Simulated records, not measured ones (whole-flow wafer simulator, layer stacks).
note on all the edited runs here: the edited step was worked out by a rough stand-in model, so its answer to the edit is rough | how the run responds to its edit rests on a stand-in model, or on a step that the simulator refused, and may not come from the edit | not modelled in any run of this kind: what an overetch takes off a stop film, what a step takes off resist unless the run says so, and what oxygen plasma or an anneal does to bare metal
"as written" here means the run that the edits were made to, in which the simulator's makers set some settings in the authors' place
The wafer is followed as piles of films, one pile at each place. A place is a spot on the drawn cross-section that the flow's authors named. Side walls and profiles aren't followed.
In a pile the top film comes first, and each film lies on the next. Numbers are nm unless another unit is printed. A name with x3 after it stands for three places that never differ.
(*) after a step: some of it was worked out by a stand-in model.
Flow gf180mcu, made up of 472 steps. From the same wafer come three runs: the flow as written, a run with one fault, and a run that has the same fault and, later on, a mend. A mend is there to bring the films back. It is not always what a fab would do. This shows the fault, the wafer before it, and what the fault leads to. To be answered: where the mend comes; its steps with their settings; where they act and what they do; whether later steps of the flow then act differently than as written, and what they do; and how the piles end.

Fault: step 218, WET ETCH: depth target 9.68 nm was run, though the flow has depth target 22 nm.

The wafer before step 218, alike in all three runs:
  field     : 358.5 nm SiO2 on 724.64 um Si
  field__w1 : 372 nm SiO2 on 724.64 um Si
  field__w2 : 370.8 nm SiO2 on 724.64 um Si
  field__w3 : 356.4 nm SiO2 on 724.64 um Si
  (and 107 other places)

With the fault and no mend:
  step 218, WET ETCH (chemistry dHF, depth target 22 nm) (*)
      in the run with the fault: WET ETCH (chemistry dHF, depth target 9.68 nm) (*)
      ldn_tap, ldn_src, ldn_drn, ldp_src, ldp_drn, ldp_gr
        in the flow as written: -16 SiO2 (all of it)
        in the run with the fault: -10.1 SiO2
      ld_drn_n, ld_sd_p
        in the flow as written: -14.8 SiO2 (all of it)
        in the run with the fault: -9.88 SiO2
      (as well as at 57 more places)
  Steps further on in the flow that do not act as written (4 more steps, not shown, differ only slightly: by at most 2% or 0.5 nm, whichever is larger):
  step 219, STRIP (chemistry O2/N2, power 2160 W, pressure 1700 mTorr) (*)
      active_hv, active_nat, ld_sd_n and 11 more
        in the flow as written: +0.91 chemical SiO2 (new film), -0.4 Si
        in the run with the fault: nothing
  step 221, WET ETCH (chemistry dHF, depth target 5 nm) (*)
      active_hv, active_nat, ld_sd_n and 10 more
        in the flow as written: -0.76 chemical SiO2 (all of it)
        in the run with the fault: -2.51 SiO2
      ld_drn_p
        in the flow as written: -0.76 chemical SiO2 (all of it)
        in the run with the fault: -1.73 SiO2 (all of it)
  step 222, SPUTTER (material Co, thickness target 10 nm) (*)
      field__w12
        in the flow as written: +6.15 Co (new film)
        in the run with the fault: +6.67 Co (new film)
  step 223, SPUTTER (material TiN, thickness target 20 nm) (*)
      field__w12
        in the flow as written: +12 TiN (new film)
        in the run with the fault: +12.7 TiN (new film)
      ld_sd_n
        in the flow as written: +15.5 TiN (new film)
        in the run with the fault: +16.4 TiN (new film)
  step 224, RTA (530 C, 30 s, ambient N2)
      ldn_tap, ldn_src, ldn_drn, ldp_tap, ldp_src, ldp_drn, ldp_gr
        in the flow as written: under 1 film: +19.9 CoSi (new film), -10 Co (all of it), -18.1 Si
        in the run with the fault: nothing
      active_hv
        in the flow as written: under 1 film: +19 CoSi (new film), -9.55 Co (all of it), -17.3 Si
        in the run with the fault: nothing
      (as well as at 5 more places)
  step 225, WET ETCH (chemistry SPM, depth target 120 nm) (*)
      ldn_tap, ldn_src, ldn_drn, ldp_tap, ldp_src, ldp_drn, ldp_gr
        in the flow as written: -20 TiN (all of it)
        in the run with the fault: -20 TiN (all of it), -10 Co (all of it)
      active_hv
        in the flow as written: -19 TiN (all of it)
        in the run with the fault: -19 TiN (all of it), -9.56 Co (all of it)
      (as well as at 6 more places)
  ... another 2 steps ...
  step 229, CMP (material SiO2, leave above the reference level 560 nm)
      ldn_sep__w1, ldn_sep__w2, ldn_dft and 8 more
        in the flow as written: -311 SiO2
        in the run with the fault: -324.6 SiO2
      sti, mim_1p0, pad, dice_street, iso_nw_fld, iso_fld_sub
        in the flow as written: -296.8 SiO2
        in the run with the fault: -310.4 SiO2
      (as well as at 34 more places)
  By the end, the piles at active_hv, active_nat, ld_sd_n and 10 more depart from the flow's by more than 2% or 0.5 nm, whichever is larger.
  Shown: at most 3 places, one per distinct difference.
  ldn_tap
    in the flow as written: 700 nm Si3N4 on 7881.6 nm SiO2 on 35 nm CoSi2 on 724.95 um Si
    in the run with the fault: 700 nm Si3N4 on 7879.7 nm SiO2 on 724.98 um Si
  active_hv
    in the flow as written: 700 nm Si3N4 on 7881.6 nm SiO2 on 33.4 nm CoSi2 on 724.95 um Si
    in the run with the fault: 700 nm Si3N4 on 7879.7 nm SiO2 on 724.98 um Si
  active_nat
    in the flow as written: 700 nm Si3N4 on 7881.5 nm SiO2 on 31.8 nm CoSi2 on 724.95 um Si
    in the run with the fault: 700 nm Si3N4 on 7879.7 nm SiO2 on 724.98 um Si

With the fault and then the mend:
  The mend follows step 218.
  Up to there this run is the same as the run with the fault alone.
  step 218a, WET ETCH (chemistry dHF, depth target 12.32 nm) (*) (the flow's step 218 again, with other settings)
      field, field__w1, field__w2 and 47 more
        -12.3 SiO2
      ldn_tap, ldn_src, ldn_drn, ldp_tap, ldp_src, ldp_drn, ldp_gr
        -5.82 SiO2 (all of it)
      ld_drn_n, ld_sd_p
        -4.91 SiO2 (all of it)
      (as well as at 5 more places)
  None of the later steps of the flow differs from how it acts as written, at any place that is followed, by more than 2% or 0.5 nm, whichever is larger.
  When the end is reached, the piles differ only a little from the flow's at the places that both follow, at most by 2% or 0.5 nm, whichever is larger.
